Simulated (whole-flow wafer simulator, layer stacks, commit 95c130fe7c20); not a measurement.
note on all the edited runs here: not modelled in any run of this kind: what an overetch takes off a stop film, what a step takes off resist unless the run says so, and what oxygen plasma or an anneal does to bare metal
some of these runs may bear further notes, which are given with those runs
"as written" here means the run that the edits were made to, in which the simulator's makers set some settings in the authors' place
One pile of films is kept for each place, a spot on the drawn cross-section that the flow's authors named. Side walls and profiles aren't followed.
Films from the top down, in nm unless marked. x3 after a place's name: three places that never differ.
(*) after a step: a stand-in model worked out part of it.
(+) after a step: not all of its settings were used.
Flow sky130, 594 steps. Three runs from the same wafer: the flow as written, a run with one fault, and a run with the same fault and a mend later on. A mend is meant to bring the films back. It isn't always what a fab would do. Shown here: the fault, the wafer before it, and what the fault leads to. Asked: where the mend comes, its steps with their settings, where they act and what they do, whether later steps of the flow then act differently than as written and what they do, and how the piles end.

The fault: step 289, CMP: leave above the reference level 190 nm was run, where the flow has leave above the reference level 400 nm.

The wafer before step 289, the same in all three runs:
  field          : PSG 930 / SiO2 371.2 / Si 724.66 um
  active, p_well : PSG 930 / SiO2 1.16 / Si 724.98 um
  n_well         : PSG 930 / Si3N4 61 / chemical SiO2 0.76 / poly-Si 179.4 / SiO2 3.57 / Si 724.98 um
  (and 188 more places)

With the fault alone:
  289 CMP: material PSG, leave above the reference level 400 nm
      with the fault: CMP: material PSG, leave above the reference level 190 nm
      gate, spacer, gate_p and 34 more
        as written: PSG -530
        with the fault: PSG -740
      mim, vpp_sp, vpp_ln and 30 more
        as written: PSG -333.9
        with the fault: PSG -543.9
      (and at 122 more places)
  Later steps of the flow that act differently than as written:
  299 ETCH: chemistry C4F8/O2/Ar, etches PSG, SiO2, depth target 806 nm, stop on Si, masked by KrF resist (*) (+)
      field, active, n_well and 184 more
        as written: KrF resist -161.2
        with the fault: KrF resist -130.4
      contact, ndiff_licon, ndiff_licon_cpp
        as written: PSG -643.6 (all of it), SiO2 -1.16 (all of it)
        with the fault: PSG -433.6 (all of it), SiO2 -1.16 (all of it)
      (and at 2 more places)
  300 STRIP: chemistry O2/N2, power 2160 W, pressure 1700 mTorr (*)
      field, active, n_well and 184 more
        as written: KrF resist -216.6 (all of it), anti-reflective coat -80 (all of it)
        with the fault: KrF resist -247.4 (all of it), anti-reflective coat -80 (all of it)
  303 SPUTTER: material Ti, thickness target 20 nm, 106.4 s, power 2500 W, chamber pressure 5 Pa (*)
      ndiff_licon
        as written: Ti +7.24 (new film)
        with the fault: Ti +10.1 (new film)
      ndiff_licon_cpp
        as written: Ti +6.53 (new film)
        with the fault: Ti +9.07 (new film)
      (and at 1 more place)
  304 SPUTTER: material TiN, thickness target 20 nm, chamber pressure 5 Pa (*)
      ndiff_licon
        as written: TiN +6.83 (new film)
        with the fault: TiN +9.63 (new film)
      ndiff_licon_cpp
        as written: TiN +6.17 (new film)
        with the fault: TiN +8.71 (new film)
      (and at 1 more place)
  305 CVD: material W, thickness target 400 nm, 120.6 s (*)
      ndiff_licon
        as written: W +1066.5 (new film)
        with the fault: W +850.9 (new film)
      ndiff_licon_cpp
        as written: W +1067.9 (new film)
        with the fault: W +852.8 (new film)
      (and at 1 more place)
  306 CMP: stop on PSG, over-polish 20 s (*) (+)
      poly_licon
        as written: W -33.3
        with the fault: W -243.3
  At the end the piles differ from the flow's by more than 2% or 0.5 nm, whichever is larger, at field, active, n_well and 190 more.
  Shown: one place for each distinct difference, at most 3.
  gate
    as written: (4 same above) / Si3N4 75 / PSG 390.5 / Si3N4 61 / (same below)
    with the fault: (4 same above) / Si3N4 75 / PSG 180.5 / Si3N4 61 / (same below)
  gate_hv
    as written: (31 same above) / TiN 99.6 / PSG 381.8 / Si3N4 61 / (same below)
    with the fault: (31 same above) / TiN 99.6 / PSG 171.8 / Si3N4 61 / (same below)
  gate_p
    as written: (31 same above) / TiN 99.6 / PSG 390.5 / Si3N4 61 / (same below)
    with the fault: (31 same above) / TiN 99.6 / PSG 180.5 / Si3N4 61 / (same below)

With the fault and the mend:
  The mend comes after step 289.
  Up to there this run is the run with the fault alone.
  289a HDPCVD: material PSG, thickness target 210 nm (*) (the flow's step 288 once more, with other settings)
      field, active, n_well and 189 more
        PSG +210
  No later step of the flow acts differently than as written, at any place that is followed, by more than 2% or 0.5 nm, whichever is larger.
  At the end the piles differ from the flow's only slightly at the places that both follow, by at most 2% or 0.5 nm, whichever is larger.
